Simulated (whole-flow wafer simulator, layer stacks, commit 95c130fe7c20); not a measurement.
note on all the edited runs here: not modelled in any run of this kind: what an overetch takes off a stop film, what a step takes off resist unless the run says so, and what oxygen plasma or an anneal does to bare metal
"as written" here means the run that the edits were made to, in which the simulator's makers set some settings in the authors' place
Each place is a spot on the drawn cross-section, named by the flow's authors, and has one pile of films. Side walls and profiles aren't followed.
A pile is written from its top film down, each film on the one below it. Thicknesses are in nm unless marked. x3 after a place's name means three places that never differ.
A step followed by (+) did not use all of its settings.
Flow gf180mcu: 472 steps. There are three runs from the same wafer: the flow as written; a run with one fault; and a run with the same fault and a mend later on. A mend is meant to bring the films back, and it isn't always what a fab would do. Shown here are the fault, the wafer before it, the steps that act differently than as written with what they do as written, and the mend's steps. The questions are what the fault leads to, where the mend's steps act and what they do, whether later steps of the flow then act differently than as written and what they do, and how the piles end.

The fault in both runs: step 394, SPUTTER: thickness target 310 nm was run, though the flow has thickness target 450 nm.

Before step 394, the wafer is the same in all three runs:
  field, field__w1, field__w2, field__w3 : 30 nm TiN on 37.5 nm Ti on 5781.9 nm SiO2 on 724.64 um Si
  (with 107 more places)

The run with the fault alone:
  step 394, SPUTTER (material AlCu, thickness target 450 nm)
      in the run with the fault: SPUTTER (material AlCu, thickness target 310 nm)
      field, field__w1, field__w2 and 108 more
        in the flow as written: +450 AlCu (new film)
        in the run with the fault: +310 AlCu (new film)
  Later steps of the flow acting differently than as written (1 more step, not shown, differs only slightly: by at most 2% or 0.5 nm, whichever is larger):
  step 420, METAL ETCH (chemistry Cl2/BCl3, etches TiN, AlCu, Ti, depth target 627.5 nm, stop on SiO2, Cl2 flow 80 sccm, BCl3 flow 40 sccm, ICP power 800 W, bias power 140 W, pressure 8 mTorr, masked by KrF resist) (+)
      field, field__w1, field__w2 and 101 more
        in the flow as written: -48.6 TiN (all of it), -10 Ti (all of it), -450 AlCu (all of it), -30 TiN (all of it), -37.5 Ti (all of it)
        in the run with the fault: -48.6 TiN (all of it), -10 Ti (all of it), -310 AlCu (all of it), -30 TiN (all of it), -37.5 Ti (all of it)
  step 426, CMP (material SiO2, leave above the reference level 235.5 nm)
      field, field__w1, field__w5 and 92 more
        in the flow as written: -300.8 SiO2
        in the run with the fault: -440.8 SiO2
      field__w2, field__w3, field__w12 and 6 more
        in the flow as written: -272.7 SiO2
        in the run with the fault: -419 SiO2
  At field__w4, field__w8, contact and 9 more, the piles at the end differ from the flow's by more than 2% or 0.5 nm, whichever is larger.
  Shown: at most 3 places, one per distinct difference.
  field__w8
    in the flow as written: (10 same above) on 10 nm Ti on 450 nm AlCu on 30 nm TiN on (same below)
    in the run with the fault: (10 same above) on 10 nm Ti on 310 nm AlCu on 30 nm TiN on (same below)
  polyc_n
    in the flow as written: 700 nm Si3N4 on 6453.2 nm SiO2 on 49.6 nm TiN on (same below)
    in the run with the fault: 700 nm Si3N4 on 6313.2 nm SiO2 on 49.6 nm TiN on (same below)
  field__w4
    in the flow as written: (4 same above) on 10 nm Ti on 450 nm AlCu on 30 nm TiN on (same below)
    in the run with the fault: (4 same above) on 10 nm Ti on 310 nm AlCu on 30 nm TiN on (same below)

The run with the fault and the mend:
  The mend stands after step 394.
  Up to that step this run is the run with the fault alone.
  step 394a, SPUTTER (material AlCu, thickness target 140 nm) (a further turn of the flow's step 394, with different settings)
      field, field__w1, field__w2 and 108 more
        +140 AlCu
  Later steps of the flow that are run all act as written at every place that is followed.
  By the end, the piles equal the flow's at every place that both follow.
